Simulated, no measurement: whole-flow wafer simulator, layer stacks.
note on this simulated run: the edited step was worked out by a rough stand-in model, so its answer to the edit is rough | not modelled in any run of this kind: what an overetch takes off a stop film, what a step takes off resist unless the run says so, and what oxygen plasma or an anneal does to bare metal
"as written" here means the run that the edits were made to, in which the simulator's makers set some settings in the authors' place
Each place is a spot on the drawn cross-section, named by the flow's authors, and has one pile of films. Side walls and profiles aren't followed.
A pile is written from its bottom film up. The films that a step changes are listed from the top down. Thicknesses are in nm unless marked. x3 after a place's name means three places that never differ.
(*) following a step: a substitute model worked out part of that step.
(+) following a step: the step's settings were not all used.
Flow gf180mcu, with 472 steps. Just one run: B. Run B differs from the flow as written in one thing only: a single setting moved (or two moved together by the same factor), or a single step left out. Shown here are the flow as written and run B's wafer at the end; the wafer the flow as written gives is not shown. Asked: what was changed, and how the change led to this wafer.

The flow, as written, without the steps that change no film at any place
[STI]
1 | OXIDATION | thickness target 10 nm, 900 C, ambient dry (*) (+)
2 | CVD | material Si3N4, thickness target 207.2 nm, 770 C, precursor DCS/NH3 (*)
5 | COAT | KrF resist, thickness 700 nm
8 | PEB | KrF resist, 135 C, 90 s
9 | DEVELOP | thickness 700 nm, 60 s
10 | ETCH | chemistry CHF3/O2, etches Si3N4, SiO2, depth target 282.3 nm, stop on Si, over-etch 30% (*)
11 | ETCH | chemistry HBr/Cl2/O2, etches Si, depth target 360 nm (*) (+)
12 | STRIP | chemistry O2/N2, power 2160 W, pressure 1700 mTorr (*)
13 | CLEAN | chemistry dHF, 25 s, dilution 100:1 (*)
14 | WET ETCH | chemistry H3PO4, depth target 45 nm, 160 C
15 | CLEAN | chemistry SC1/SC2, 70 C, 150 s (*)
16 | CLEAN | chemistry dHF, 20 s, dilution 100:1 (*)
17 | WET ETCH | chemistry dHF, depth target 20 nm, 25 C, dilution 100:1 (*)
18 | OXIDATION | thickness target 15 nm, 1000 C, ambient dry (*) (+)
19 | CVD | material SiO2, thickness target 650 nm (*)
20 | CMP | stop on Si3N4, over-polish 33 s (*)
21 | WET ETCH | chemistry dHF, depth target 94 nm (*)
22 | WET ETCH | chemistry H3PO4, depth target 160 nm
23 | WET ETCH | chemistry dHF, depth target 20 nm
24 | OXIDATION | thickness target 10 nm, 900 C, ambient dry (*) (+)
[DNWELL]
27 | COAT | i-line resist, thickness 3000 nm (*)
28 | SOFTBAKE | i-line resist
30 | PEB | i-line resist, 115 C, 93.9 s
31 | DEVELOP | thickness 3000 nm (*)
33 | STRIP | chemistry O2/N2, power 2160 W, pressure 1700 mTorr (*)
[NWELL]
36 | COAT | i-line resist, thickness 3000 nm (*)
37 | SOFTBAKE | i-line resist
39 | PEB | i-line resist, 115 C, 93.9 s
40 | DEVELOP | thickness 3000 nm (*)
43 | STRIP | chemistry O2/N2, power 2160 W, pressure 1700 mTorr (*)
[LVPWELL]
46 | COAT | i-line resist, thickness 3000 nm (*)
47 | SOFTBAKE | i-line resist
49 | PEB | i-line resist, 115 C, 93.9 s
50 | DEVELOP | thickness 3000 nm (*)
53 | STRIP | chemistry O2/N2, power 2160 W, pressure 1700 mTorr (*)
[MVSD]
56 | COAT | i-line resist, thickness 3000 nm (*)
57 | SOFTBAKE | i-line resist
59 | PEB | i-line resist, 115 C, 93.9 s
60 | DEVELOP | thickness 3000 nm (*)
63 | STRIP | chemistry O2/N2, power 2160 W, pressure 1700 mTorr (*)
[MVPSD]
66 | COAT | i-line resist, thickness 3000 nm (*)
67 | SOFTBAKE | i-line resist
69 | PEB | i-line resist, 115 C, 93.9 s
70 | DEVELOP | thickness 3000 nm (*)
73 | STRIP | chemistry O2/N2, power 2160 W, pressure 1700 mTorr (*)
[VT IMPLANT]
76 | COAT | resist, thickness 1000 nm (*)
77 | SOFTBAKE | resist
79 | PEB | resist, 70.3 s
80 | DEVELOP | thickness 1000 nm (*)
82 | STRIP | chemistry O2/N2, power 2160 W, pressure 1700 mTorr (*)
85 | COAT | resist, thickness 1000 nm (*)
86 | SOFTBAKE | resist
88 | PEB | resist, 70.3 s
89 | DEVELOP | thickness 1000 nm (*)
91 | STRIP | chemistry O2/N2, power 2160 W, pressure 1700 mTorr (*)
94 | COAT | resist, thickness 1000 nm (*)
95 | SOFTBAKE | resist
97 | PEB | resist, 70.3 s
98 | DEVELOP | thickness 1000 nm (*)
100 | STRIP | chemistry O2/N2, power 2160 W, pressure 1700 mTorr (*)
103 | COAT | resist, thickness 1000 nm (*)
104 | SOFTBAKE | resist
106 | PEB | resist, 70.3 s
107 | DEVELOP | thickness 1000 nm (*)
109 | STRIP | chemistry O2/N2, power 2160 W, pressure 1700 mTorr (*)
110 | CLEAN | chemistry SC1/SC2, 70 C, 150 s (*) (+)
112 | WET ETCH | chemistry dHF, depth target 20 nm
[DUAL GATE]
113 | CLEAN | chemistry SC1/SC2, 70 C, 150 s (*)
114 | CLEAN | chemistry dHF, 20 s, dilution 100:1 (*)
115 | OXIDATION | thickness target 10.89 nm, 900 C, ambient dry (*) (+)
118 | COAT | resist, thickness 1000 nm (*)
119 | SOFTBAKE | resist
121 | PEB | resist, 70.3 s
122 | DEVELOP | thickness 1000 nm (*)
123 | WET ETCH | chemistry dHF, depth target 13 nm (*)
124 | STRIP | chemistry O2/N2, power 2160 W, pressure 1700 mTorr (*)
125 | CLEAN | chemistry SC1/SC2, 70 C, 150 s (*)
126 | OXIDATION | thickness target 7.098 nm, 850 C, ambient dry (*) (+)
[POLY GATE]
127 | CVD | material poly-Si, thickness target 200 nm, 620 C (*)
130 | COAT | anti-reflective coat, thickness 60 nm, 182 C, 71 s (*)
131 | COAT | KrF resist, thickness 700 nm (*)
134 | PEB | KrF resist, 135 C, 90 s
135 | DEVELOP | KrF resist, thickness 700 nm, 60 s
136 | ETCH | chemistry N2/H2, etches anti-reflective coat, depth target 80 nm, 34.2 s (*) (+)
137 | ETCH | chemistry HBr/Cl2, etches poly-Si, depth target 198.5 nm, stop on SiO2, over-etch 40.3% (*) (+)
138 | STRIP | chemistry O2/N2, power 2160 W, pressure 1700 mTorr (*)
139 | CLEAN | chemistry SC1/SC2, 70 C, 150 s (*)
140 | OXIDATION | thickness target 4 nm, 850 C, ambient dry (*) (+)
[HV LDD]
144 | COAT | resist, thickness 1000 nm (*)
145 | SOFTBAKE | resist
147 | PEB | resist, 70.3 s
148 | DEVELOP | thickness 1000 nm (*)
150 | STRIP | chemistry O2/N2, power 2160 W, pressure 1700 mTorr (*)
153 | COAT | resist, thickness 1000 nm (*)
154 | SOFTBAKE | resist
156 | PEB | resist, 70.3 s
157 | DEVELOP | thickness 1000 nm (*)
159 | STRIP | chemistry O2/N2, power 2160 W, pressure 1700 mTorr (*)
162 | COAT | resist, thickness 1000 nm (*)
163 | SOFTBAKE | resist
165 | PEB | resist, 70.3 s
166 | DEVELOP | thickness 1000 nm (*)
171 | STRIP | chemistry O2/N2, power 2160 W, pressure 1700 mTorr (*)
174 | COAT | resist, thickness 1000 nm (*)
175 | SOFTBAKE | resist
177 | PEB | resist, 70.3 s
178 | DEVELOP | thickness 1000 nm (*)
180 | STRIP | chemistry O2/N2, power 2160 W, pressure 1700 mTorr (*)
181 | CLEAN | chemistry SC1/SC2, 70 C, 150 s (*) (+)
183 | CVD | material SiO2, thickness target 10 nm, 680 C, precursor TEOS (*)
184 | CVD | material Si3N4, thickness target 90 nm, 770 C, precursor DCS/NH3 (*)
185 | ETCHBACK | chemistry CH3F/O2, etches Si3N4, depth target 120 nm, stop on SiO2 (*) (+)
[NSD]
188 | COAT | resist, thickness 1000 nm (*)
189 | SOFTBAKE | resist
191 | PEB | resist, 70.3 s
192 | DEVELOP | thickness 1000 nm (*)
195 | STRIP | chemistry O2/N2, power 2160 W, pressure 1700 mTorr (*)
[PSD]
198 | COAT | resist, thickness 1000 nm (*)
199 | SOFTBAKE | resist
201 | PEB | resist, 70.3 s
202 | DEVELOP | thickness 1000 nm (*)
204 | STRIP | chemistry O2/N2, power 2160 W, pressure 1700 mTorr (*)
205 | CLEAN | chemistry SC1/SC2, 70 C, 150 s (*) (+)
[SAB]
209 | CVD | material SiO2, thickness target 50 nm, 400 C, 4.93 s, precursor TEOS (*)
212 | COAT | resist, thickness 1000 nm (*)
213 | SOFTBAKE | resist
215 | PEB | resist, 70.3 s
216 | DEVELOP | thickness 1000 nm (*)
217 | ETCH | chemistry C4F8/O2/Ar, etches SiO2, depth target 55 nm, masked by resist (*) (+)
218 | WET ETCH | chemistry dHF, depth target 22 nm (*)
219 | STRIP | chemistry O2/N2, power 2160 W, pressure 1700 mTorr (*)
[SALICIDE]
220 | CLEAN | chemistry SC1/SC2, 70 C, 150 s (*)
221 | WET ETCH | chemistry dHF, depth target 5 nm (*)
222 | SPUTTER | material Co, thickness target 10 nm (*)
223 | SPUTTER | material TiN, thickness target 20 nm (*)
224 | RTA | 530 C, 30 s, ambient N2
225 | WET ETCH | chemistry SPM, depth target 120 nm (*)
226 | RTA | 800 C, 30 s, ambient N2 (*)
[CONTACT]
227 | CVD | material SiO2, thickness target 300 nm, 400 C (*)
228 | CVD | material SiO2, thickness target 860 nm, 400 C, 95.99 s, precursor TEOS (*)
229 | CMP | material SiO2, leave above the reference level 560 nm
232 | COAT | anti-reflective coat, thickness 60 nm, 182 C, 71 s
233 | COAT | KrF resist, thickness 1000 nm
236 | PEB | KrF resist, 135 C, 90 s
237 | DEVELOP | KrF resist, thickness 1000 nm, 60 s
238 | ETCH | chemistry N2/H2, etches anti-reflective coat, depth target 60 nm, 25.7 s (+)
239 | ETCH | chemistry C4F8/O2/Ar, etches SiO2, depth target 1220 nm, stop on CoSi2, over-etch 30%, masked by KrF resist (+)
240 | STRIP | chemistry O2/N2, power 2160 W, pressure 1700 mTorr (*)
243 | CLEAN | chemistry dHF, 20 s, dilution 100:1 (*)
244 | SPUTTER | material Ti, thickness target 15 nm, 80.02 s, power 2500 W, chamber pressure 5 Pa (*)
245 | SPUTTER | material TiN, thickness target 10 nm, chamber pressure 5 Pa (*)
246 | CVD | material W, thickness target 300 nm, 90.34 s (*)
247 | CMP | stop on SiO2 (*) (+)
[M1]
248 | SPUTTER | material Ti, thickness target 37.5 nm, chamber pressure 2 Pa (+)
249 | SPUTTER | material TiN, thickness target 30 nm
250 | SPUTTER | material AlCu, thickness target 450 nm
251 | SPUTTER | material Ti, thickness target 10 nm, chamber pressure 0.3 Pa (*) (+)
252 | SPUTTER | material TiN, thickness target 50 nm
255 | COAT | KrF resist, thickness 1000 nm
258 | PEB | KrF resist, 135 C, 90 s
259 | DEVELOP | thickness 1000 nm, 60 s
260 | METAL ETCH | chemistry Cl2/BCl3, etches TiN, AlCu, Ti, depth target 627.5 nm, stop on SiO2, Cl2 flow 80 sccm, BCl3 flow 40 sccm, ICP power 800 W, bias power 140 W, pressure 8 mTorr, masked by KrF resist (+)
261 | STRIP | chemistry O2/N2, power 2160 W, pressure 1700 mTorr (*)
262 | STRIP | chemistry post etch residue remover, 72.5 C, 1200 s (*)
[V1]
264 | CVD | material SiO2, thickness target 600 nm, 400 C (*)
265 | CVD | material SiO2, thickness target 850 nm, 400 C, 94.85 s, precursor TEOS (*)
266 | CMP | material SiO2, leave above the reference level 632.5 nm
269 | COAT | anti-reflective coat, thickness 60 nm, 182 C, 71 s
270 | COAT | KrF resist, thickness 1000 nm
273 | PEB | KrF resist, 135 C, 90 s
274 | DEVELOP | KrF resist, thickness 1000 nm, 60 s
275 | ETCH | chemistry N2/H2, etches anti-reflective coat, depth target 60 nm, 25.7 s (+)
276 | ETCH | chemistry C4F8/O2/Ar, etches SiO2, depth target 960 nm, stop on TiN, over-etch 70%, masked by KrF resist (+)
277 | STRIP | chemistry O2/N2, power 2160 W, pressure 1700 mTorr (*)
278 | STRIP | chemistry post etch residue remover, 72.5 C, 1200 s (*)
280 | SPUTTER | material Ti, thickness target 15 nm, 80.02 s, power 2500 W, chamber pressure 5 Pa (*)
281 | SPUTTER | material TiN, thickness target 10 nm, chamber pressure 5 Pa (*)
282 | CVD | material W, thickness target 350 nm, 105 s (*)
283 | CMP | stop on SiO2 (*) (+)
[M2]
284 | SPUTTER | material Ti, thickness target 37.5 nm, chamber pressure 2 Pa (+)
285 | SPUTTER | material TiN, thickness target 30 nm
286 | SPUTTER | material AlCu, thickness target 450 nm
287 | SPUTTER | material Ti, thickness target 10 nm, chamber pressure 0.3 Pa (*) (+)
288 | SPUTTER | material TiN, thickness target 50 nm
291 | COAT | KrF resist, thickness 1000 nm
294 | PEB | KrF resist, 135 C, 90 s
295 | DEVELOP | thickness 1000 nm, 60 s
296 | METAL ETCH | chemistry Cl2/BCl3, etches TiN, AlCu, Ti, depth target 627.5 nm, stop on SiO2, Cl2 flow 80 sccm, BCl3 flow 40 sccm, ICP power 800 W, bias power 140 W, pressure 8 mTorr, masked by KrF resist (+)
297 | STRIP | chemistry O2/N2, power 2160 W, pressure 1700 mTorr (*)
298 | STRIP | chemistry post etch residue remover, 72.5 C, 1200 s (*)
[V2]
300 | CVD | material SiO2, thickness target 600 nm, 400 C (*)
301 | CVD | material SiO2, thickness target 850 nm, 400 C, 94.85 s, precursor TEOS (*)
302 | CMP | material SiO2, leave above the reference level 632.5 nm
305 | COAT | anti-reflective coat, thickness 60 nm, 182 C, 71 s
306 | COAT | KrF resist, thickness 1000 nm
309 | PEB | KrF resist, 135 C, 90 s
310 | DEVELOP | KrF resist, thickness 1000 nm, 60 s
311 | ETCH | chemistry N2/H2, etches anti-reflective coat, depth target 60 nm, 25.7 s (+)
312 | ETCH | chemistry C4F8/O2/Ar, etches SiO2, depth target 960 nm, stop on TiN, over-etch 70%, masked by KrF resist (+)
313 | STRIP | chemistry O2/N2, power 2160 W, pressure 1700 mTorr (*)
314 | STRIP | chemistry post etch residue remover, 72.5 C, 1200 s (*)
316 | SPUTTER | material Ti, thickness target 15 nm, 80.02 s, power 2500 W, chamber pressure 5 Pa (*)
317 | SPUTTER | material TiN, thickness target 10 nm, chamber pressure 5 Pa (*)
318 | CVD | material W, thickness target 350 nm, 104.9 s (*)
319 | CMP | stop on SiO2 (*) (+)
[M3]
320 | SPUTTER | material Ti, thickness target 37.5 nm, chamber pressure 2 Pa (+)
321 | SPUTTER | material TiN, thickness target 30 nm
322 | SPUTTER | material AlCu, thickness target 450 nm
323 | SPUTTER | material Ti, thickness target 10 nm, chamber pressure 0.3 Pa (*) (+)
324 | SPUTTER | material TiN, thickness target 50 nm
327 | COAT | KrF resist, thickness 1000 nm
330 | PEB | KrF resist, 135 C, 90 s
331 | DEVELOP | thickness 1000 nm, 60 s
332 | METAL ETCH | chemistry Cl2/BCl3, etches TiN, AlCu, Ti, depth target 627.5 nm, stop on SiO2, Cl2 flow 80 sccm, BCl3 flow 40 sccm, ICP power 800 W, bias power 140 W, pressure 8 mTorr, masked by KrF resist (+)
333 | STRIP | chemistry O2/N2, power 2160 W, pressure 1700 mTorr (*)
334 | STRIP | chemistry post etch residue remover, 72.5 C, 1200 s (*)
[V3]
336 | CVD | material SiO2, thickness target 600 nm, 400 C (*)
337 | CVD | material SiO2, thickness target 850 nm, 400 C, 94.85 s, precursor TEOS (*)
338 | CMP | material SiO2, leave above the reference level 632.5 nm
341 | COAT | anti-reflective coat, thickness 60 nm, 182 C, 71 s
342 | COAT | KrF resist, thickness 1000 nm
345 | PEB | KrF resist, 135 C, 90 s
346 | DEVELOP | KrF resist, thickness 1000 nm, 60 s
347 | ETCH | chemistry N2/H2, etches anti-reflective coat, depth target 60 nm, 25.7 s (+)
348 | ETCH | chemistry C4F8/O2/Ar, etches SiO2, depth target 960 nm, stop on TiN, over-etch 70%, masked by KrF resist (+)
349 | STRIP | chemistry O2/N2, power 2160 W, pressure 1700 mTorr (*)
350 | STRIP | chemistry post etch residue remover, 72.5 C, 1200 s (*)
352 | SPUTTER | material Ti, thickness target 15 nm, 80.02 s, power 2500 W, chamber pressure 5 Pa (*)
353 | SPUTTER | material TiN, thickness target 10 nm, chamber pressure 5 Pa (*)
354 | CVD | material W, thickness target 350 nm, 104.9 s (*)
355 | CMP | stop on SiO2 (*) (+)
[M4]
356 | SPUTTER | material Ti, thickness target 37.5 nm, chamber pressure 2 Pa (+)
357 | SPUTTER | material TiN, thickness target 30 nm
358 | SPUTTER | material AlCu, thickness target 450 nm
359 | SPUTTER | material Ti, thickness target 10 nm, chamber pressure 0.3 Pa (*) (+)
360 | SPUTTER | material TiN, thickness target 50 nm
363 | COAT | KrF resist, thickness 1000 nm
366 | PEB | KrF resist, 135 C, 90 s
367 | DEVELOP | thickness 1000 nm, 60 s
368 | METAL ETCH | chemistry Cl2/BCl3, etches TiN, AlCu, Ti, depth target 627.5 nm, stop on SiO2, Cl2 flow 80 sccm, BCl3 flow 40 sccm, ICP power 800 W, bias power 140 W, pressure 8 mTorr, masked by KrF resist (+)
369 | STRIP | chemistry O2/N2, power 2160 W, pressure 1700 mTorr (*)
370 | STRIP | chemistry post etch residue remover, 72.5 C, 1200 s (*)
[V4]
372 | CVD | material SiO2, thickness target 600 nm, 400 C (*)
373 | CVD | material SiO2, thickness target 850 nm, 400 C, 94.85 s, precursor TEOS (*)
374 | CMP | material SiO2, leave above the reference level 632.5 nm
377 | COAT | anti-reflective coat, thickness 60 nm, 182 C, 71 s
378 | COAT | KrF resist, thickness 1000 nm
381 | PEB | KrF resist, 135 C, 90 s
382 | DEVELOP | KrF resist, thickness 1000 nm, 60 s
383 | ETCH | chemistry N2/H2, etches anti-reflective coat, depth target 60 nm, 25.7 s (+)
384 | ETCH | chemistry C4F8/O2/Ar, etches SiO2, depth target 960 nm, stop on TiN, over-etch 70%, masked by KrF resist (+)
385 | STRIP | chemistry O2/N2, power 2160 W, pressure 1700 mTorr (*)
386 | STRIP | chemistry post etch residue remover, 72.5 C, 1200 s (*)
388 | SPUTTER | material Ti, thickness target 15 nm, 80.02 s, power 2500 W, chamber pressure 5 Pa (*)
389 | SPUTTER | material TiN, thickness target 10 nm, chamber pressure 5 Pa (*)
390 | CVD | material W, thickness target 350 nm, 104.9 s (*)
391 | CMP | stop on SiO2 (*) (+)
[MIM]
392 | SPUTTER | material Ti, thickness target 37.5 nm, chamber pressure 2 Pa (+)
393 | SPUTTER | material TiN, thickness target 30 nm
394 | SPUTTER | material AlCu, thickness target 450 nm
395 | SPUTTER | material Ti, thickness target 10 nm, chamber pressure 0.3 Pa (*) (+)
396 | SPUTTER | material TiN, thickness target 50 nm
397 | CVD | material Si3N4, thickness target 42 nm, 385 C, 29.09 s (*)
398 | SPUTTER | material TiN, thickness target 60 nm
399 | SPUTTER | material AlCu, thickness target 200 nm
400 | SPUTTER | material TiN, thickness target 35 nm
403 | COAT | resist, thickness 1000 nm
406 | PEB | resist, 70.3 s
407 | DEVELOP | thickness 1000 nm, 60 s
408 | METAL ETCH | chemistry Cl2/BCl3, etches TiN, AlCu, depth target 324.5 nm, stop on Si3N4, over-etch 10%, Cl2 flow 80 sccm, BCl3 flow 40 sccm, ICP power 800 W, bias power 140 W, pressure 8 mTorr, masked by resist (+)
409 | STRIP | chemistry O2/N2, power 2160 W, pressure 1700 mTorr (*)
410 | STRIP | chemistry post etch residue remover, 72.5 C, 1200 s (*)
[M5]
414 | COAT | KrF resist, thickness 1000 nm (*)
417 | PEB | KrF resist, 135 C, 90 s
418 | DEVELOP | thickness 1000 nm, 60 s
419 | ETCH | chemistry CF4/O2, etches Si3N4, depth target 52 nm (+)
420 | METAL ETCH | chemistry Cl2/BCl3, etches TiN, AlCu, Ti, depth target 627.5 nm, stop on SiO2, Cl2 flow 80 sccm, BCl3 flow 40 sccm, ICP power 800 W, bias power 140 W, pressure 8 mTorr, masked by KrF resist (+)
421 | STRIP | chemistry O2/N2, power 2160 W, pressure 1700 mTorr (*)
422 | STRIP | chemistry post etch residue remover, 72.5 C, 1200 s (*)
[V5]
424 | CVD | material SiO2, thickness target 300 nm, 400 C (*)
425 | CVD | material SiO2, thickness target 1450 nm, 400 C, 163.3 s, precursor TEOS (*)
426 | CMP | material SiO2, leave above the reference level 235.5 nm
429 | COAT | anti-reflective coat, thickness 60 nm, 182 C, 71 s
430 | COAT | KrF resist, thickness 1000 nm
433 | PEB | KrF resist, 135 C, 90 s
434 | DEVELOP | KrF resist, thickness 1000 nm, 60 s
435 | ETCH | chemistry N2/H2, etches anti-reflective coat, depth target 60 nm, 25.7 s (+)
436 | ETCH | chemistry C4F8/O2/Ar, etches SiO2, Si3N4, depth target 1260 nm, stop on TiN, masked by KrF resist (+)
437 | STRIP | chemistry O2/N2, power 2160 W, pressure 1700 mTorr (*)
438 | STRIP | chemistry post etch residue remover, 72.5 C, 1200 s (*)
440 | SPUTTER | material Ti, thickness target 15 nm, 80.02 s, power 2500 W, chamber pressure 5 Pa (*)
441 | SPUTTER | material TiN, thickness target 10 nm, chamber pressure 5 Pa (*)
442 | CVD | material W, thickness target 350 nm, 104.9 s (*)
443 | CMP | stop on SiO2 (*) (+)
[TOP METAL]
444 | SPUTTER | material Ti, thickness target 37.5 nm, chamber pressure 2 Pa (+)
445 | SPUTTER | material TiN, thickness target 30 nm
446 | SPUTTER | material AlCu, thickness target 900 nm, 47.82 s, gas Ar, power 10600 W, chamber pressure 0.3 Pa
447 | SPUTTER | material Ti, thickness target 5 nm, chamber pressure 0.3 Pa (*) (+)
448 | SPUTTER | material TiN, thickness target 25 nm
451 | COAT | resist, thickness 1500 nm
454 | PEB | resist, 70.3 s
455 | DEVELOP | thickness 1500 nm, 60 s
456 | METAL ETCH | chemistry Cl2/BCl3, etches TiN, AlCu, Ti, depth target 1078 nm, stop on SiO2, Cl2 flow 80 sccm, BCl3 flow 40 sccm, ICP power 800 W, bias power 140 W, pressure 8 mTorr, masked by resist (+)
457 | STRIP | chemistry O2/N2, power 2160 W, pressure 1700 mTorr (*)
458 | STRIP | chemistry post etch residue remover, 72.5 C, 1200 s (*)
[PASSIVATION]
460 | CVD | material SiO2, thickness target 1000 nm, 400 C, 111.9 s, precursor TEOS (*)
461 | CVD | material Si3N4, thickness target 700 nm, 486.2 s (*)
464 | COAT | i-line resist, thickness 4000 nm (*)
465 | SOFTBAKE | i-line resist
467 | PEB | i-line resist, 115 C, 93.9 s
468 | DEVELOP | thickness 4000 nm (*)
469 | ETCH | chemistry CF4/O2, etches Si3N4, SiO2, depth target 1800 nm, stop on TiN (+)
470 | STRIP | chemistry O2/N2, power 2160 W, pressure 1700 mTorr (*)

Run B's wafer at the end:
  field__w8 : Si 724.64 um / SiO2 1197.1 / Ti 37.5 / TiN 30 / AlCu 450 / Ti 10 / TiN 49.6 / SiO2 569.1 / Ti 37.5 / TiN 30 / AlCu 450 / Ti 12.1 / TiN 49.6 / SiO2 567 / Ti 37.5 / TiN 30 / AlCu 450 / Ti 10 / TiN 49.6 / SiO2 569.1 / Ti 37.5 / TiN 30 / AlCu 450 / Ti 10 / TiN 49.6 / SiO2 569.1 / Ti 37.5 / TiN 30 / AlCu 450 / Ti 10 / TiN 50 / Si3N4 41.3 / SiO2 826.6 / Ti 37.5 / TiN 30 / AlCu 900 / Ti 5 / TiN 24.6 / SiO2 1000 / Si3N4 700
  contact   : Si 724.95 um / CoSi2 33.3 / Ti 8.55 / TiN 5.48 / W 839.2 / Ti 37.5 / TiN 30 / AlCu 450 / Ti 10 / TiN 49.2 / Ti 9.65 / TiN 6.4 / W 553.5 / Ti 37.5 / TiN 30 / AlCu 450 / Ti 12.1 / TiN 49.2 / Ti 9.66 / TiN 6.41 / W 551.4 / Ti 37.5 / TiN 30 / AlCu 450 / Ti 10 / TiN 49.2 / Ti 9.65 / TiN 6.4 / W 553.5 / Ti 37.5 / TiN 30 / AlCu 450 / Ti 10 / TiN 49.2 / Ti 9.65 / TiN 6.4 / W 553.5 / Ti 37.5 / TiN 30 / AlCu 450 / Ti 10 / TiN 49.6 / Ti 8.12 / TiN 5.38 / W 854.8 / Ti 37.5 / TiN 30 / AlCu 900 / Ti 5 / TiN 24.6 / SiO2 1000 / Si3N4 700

The reason: step 287, SPUTTER: thickness target 12.1 nm was run, while the flow as written has thickness target 10 nm.
One can read it off the wafer: field__w8 has Ti 12.1, and step 287 as written asks for 10 nm.

How this came from the change, step by step:
  287 | SPUTTER | material Ti, thickness target 10 nm, chamber pressure 0.3 Pa (*) (+)
      field, field__w1, field__w2 and 108 more: +12.1 Ti (new film) (as written it would have been: +10 Ti (new film))
  296 | METAL ETCH | chemistry Cl2/BCl3, etches TiN, AlCu, Ti, depth target 627.5 nm, stop on SiO2, Cl2 flow 80 sccm, BCl3 flow 40 sccm, ICP power 800 W, bias power 140 W, pressure 8 mTorr, masked by KrF resist (+)
      field, field__w1, field__w2 and 103 more: -50 TiN (all of it), -12.1 Ti (all of it), -450 AlCu (all of it), -30 TiN (all of it), -37.5 Ti (all of it) (as written it would have been: -50 TiN (all of it), -10 Ti (all of it), -450 AlCu (all of it), -30 TiN (all of it), -37.5 Ti (all of it))
